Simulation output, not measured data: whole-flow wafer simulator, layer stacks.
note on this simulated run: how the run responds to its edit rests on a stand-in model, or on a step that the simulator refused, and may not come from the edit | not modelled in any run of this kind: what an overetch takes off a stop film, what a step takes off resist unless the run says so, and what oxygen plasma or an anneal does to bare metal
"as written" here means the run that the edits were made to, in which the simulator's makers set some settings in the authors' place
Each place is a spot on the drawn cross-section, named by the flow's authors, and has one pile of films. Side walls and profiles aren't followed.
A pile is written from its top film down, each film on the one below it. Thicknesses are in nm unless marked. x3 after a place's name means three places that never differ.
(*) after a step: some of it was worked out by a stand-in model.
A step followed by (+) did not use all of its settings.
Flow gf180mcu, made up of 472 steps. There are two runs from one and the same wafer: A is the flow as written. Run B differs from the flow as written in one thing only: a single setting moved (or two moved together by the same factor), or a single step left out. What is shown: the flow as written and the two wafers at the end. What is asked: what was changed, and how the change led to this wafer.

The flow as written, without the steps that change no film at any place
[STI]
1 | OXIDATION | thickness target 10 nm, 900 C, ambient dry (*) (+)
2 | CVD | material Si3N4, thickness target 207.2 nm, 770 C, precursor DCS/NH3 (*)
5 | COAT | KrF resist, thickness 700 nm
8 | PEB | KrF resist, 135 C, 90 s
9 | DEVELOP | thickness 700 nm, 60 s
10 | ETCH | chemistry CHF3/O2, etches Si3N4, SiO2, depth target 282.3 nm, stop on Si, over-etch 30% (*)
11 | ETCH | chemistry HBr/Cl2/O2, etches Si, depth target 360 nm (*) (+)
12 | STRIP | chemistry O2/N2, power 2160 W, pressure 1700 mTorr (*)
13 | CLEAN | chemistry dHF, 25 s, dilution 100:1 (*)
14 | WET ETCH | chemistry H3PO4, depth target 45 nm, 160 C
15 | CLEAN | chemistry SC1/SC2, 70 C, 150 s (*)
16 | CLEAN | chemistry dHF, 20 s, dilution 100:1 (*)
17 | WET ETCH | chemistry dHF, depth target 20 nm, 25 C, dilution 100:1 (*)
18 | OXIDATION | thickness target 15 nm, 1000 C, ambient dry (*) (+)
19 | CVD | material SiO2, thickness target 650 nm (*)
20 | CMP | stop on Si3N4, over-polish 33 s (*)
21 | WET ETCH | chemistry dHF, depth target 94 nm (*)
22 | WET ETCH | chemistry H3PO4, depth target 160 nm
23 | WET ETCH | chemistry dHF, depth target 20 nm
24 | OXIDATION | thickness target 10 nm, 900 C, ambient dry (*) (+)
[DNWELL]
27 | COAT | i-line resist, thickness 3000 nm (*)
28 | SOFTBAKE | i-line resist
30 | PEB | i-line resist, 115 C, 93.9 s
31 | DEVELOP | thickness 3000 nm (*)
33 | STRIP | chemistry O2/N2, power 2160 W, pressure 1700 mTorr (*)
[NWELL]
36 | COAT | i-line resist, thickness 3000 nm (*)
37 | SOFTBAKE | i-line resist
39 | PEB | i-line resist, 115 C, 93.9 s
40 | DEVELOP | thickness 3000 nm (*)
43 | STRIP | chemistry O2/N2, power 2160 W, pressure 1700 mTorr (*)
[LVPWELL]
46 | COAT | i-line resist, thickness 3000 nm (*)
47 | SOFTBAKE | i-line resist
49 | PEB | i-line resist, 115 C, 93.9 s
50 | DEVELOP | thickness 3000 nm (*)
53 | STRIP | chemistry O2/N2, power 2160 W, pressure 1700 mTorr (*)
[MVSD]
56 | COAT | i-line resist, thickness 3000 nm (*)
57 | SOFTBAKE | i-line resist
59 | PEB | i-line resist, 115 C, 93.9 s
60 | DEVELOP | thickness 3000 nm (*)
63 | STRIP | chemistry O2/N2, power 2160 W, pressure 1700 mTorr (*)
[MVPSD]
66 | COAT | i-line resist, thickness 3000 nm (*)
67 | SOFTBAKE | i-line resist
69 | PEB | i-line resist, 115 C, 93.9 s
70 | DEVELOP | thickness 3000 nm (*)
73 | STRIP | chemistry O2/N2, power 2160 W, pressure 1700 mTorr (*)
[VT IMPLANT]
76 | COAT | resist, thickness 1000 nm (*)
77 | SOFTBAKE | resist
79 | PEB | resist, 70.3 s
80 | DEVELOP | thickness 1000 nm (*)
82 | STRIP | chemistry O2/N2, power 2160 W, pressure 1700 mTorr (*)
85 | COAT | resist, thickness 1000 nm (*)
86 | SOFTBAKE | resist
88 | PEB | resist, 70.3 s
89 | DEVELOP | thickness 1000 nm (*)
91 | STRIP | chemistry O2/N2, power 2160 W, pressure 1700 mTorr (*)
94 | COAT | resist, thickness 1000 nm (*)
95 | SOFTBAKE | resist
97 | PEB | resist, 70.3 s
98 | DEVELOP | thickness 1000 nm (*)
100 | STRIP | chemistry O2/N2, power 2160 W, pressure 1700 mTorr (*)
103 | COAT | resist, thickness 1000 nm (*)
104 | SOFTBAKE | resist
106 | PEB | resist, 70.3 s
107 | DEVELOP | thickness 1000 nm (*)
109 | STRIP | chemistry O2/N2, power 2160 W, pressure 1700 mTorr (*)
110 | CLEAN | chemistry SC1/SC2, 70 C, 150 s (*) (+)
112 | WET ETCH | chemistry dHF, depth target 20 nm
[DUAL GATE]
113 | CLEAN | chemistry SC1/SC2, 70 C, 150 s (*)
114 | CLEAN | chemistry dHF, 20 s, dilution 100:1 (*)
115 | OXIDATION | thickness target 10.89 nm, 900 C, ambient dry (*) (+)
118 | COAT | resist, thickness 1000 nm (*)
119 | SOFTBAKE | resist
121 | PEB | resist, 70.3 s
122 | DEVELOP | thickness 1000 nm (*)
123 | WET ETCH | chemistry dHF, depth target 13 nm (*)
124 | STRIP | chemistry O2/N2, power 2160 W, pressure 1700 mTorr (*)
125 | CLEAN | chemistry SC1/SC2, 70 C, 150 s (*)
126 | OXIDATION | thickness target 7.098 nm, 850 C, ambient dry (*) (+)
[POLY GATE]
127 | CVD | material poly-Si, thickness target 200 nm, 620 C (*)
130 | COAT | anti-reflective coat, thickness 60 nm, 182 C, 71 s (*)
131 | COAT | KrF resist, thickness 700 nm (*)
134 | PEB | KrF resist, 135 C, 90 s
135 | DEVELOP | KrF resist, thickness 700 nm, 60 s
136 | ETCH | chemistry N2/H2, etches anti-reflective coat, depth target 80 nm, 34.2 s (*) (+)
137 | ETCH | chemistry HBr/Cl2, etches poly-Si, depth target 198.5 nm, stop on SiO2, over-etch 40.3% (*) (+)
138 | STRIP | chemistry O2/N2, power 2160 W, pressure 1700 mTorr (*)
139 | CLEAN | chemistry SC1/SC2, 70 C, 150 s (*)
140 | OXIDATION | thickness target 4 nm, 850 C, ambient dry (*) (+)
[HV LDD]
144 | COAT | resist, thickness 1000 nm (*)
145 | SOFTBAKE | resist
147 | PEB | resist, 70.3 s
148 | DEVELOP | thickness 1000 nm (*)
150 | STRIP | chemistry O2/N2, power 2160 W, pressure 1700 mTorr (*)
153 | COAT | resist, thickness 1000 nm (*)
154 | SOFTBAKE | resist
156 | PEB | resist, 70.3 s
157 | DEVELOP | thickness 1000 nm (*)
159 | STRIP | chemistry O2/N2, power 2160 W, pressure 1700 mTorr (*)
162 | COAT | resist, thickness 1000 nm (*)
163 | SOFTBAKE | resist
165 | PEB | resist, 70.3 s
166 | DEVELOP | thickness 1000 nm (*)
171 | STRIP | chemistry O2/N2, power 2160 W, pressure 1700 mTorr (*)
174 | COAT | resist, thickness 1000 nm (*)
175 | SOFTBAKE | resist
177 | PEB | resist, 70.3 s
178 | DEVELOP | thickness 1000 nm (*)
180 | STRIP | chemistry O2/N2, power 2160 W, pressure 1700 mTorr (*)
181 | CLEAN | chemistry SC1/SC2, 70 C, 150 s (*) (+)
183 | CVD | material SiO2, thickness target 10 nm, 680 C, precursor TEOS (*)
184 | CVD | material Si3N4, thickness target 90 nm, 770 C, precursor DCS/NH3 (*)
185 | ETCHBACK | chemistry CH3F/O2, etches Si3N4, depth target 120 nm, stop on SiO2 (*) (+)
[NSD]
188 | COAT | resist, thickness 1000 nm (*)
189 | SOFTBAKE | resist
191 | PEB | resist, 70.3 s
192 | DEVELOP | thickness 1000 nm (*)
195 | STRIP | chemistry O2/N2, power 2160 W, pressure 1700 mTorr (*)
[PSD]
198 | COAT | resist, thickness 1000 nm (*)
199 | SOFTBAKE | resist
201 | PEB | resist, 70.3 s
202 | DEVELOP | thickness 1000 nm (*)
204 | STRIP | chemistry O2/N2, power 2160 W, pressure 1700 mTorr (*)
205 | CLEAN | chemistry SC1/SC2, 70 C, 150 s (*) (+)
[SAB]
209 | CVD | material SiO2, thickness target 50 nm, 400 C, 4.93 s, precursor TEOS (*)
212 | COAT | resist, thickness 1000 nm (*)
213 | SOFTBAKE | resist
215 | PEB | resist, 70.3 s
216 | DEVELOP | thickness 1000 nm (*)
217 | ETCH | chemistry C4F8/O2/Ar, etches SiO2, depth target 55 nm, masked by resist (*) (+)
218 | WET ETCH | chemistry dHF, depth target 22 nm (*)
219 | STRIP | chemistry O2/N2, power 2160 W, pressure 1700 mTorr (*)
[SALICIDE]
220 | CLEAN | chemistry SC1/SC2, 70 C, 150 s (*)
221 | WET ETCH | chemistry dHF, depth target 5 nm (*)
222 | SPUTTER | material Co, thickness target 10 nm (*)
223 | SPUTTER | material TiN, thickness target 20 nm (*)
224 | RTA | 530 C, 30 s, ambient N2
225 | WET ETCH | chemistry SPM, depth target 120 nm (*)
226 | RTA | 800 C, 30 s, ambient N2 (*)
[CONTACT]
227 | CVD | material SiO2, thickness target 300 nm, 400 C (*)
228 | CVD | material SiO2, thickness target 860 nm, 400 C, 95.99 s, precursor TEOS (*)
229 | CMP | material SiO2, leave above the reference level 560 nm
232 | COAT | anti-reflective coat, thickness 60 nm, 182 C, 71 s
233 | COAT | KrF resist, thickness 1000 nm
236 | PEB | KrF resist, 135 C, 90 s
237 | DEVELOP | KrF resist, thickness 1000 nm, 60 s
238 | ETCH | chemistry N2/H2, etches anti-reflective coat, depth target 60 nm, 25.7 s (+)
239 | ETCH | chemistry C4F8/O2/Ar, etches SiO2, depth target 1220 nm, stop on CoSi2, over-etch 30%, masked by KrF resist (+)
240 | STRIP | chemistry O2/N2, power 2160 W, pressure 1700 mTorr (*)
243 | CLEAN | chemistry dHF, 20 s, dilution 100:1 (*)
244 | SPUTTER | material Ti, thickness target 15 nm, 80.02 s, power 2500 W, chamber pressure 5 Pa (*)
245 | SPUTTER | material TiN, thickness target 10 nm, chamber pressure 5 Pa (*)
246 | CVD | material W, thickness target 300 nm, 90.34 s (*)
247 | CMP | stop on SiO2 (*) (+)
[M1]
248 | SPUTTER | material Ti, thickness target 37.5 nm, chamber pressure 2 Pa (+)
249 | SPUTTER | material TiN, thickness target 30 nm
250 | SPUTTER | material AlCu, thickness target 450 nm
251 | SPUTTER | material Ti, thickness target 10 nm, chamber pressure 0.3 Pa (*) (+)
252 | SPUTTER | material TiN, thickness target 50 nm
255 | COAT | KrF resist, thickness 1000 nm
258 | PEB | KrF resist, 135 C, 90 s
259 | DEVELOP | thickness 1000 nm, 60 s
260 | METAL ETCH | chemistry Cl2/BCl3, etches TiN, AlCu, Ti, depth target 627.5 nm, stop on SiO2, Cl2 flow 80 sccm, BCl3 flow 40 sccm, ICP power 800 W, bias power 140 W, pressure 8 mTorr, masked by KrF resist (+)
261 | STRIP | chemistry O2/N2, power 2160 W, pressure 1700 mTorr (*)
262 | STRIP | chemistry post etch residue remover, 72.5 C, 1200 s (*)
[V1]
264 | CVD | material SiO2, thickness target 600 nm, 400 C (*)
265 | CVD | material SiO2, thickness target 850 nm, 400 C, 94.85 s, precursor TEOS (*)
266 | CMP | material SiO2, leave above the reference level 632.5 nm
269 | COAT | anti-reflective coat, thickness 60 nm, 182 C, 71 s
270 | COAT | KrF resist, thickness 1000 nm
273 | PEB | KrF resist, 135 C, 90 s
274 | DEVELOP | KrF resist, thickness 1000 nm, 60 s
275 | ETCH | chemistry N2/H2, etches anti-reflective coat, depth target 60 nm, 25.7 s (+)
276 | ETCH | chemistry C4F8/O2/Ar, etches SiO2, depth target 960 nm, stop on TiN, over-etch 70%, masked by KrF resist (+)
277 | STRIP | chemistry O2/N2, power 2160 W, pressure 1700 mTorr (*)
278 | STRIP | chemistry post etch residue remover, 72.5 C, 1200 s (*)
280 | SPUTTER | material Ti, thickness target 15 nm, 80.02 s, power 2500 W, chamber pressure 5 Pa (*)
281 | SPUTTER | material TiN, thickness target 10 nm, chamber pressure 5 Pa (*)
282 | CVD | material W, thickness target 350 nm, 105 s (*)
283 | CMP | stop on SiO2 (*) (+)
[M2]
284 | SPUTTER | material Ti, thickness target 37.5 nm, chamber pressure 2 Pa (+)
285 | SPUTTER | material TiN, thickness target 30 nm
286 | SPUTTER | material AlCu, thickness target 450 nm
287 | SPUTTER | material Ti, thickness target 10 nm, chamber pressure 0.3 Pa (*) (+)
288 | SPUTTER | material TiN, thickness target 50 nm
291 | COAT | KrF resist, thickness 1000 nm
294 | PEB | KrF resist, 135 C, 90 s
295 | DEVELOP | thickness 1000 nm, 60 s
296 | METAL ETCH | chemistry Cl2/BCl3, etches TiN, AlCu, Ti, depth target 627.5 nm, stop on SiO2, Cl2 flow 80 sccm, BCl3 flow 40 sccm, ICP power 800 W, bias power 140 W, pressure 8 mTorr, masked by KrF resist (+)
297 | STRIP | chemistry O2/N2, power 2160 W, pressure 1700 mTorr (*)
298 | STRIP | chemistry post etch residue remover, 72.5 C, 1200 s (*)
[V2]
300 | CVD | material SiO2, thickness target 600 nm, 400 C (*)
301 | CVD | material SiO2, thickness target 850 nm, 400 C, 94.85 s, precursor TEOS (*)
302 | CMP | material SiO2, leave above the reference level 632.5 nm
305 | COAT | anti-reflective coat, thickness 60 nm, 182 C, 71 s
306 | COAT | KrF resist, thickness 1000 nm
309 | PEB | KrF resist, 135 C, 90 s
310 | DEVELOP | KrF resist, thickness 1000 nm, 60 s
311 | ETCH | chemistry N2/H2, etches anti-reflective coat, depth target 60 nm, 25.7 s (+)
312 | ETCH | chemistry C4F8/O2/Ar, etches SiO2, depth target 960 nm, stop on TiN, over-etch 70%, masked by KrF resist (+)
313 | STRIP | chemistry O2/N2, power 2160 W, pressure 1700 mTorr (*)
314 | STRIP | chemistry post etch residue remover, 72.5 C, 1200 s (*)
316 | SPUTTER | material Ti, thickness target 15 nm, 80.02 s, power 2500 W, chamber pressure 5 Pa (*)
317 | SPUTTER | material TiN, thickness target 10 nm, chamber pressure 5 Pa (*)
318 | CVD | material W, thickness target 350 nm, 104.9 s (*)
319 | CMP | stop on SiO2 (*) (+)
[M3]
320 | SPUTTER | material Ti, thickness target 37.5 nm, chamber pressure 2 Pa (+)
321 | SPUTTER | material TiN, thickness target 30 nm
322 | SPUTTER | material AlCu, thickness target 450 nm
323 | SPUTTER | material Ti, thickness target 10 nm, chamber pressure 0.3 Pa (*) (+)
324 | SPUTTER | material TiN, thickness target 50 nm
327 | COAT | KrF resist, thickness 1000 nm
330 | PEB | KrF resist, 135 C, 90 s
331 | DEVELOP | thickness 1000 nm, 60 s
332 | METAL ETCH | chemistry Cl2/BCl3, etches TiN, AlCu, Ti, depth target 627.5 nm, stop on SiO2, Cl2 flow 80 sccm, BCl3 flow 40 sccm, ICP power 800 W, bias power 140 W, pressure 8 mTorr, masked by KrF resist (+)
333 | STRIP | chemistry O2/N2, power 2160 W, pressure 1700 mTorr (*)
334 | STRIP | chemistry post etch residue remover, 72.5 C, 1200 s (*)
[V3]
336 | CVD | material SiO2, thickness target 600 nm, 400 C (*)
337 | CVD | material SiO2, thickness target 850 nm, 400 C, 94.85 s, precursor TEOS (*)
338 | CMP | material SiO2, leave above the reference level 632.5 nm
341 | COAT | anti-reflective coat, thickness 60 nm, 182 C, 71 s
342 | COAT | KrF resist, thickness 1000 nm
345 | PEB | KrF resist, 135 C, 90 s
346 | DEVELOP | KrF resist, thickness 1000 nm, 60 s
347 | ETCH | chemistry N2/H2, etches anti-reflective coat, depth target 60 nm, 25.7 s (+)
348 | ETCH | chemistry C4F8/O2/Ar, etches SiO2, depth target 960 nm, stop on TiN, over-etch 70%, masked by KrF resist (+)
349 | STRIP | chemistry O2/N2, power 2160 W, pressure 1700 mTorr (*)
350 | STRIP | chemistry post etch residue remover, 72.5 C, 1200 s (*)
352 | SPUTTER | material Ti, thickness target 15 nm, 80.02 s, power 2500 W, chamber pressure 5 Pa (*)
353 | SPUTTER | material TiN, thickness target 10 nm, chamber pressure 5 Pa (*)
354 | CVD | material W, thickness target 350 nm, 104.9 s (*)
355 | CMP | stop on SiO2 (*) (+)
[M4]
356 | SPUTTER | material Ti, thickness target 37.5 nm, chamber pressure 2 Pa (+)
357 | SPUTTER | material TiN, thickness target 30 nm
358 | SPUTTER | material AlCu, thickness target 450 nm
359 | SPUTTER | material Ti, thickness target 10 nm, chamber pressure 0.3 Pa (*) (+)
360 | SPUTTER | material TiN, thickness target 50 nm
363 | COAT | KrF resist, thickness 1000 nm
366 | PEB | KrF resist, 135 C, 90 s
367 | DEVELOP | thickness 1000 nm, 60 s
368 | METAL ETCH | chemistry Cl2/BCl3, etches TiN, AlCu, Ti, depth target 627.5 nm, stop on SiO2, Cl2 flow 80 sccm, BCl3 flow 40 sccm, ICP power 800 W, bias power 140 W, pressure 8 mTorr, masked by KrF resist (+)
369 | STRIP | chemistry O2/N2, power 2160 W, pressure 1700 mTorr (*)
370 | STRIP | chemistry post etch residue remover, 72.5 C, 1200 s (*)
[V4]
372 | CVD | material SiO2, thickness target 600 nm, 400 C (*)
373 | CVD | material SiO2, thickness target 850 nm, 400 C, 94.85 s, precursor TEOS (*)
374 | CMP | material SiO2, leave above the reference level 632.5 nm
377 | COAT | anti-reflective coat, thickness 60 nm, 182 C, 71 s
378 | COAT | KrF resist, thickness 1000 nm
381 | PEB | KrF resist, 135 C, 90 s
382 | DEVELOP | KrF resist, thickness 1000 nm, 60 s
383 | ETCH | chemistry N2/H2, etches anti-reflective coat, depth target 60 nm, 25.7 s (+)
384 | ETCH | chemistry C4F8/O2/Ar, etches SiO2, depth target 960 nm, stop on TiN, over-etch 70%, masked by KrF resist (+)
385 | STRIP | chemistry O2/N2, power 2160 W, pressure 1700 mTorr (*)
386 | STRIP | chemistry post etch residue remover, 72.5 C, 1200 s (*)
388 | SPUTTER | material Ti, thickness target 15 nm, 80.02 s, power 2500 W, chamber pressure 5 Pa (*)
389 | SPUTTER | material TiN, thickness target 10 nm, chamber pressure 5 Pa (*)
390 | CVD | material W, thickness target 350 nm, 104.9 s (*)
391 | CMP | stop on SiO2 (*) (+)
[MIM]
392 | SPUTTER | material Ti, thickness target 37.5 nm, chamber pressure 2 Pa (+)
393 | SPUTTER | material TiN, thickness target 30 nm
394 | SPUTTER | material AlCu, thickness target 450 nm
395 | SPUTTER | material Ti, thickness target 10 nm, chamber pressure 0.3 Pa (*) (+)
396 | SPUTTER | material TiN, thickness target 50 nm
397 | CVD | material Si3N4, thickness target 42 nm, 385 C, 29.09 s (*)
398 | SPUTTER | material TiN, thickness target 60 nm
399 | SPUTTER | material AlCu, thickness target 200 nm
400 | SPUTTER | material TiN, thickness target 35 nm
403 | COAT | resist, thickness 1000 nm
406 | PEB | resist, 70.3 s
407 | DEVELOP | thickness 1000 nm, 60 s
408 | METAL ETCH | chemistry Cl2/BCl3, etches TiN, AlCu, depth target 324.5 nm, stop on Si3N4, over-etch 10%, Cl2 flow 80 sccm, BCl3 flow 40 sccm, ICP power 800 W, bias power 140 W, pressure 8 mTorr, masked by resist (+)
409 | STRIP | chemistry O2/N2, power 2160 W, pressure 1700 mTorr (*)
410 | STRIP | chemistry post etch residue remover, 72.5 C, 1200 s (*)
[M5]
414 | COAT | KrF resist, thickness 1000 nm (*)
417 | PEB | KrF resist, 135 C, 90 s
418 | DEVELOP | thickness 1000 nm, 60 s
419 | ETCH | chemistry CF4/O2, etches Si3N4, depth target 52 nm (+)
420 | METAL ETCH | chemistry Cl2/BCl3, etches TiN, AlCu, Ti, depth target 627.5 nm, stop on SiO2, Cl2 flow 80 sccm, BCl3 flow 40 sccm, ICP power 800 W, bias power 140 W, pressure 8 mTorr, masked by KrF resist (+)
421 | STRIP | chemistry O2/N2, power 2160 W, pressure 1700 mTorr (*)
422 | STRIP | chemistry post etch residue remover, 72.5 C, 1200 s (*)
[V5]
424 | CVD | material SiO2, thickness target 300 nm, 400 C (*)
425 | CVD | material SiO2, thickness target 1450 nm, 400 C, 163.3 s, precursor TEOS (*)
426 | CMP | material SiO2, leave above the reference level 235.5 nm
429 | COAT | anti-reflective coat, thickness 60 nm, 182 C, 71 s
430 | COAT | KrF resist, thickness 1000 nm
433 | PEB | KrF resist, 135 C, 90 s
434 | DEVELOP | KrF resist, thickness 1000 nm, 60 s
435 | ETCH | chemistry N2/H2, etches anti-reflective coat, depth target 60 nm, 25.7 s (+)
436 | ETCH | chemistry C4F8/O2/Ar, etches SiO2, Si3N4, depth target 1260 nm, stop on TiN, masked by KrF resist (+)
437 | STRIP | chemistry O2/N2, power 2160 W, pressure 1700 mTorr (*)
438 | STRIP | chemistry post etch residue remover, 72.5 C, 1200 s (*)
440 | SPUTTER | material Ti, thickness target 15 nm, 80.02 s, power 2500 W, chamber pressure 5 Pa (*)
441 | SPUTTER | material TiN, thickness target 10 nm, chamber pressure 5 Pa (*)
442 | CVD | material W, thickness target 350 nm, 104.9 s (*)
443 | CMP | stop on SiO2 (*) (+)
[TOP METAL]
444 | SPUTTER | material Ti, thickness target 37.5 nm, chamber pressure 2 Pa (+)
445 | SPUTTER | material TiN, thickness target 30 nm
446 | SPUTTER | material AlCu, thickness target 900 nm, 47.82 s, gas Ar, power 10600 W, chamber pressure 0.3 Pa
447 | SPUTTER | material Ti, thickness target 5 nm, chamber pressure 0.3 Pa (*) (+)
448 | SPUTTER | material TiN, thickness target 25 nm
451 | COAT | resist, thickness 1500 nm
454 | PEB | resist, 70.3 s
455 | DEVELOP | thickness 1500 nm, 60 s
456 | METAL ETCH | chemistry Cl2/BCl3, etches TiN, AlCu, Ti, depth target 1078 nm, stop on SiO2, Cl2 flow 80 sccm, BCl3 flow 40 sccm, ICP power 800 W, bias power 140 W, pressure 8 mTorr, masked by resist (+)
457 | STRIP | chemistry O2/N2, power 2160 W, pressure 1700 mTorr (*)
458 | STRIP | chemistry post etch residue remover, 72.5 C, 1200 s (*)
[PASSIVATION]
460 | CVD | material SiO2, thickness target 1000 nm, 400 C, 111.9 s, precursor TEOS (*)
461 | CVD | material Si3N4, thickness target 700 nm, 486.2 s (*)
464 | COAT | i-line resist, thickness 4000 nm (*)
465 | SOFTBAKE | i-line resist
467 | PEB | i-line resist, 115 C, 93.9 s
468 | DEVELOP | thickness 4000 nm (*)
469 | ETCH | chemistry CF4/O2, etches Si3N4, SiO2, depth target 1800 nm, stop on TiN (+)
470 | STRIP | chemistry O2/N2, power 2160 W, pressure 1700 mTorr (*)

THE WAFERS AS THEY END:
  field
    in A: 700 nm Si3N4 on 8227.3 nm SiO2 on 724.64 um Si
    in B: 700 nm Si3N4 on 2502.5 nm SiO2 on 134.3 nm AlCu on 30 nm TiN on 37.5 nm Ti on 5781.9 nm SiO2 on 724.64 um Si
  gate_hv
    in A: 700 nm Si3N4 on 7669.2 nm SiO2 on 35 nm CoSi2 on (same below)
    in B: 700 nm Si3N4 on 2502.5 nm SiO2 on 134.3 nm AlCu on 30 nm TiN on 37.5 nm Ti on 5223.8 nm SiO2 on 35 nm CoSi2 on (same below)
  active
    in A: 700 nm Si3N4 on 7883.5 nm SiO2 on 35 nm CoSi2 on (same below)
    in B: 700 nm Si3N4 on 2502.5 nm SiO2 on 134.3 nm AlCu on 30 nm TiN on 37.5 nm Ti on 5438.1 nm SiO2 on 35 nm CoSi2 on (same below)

Cause: step 394, SPUTTER: thickness target 709 nm was run, whereas the flow has thickness target 450 nm.

Step by step, how the change led to this:
  394 | SPUTTER | material AlCu, thickness target 450 nm
      field, field__w1, field__w2 and 108 more: A +450 AlCu (new film) | B +709 AlCu (new film)
  420 | METAL ETCH | chemistry Cl2/BCl3, etches TiN, AlCu, Ti, depth target 627.5 nm, stop on SiO2, Cl2 flow 80 sccm, BCl3 flow 40 sccm, ICP power 800 W, bias power 140 W, pressure 8 mTorr, masked by KrF resist (+)
      field, field__w1, field__w2 and 101 more: A -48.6 TiN (all of it), -10 Ti (all of it), -450 AlCu (all of it), -30 TiN (all of it), -37.5 Ti (all of it) | B -48.6 TiN (all of it), -10 Ti (all of it), -568.9 AlCu
  422 | STRIP | chemistry post etch residue remover, 72.5 C, 1200 s (*)
      field, field__w1, field__w2 and 101 more: A nothing | B -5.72 AlCu
  424 | CVD | material SiO2, thickness target 300 nm, 400 C (*)
      field, field__w1, field__w2 and 101 more: A +300 SiO2 | B +300 SiO2 (new film)
  426 | CMP | material SiO2, leave above the reference level 235.5 nm
      field, field__w1, field__w5 and 92 more: A -300.8 SiO2 | B -243.7 SiO2
      field__w2, field__w3, field__w12 and 6 more: A -272.7 SiO2 | B -212.9 SiO2
If metal films that touch count as one body, field has 1 body; the flow as written gives 0 bodies.
If metal films that touch count as one body, gate_hv has 2 bodies (between them, from the top down: SiO2 5223.8); the flow as written gives 1 body.
If metal films that touch count as one body, active has 2 bodies (between them, from the top down: SiO2 5438.1); the flow as written gives 1 body.
